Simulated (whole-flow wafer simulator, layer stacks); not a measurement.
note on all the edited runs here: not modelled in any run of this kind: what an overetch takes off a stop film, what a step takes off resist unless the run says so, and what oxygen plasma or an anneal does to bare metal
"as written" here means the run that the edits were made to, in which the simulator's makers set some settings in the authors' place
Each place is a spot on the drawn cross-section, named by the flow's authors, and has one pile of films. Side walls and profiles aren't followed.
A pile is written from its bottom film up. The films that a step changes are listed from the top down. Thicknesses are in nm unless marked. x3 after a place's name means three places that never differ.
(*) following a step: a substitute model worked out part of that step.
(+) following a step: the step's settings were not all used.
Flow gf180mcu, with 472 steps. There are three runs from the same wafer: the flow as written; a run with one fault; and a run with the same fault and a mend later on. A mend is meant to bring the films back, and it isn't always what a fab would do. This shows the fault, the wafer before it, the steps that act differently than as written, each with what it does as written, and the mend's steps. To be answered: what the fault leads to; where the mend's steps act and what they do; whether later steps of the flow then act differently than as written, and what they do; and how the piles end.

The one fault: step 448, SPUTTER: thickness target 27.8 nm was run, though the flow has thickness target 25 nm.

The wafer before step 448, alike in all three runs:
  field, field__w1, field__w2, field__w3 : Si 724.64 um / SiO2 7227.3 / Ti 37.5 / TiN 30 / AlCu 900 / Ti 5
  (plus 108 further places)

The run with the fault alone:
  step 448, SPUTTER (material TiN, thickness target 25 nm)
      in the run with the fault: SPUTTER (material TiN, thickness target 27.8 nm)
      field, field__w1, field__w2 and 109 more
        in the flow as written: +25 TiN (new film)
        in the run with the fault: +27.8 TiN (new film)
  Steps further on in the flow that do not act as written (5 other steps are not shown; they differ only slightly, by no more than 2% or 0.5 nm, whichever is larger):
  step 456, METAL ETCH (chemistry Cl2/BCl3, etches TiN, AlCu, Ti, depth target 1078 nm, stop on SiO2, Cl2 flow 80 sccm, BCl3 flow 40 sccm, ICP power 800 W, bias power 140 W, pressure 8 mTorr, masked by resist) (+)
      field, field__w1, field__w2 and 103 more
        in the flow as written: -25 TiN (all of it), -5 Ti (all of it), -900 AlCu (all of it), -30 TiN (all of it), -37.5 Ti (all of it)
        in the run with the fault: -27.8 TiN (all of it), -5 Ti (all of it), -900 AlCu (all of it), -30 TiN (all of it), -37.5 Ti (all of it)
  At field__w8, contact, m1, m1__w1, pad, m1_nw, the piles at the end differ from the flow's by more than 2% or 0.5 nm, whichever is larger.
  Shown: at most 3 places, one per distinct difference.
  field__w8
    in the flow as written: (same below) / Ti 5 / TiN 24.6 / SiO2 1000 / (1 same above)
    in the run with the fault: (same below) / Ti 5 / TiN 27.4 / SiO2 1000 / (1 same above)
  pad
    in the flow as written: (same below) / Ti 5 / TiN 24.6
    in the run with the fault: (same below) / Ti 5 / TiN 27.4

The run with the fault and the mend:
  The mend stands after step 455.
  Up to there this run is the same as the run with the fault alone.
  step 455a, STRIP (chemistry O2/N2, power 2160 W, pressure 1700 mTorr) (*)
      field__w8, contact, m1, m1__w1, pad, m1_nw
        -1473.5 resist (all of it)
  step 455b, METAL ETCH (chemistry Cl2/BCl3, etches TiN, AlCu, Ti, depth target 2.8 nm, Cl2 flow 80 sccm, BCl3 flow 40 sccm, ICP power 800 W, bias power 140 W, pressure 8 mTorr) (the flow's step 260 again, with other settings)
      field, field__w1, field__w2 and 109 more
        -2.8 TiN
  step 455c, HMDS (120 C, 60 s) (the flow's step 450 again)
      does not change any film at any place that is followed
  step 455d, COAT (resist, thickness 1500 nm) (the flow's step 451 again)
      field, field__w1, field__w2 and 109 more
        +1500 resist (new film)
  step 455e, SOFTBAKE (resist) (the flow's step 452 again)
      does not change any film at any place that is followed
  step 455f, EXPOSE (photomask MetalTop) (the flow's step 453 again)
      does not change any film at any place that is followed
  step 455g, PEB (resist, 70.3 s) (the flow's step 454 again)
      field, field__w1, field__w2 and 109 more
        -26.5 resist
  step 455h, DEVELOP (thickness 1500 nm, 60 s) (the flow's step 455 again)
      field, field__w1, field__w2 and 103 more
        -1473.5 resist (all of it)
  Later steps of the flow that are run all act as written at every place that is followed.
  The piles end the same as the flow's at every place that both follow.
